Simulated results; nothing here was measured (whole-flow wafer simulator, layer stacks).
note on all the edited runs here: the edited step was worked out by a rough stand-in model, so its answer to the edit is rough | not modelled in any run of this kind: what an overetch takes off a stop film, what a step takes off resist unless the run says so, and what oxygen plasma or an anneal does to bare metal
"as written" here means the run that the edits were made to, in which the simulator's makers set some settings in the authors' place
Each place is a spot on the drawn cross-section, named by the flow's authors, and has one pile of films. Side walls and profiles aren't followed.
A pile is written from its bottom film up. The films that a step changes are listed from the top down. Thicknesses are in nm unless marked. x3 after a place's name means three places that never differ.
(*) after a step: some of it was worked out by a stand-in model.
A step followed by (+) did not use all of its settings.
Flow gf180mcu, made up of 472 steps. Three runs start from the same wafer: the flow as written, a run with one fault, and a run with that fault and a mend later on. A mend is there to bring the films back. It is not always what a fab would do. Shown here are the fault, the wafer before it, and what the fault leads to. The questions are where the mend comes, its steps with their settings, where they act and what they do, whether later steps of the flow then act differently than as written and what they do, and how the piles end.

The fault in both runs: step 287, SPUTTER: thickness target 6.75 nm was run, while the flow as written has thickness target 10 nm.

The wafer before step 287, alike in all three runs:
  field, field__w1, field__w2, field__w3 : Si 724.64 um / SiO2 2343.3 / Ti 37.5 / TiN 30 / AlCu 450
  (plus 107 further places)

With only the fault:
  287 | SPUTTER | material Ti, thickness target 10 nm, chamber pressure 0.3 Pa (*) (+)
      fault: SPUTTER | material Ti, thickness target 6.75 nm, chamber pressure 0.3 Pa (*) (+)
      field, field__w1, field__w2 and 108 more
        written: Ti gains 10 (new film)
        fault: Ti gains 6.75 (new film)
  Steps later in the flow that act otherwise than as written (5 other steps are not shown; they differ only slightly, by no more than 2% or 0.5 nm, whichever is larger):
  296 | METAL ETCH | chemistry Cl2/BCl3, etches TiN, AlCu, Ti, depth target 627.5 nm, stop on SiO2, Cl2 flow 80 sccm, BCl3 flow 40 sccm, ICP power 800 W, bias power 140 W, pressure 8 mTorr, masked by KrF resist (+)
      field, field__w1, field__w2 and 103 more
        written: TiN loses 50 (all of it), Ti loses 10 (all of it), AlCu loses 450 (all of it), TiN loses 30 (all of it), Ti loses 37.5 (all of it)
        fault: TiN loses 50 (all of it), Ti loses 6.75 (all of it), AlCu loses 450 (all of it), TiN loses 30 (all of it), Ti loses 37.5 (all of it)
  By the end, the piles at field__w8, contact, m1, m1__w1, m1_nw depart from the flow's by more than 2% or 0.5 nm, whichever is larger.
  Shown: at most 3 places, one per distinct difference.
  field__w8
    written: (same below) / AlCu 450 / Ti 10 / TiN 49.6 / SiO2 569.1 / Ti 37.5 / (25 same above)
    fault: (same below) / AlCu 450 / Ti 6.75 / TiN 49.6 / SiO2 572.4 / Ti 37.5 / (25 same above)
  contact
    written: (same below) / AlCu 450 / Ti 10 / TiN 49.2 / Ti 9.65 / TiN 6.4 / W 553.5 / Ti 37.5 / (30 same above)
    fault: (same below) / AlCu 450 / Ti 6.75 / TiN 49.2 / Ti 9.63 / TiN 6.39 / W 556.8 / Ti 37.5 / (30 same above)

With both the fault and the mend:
  After step 287 comes the mend.
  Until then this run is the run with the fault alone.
  287a | SPUTTER | material Ti, thickness target 3.25 nm, chamber pressure 0.3 Pa (*) (+) (the flow's step 287, run once more with other settings)
      field, field__w1, field__w2 and 108 more
        Ti gains 3.25
  Later steps of the flow that are run all act as written at every place that is followed.
  At every place that both follow, the piles at the end match the flow's.
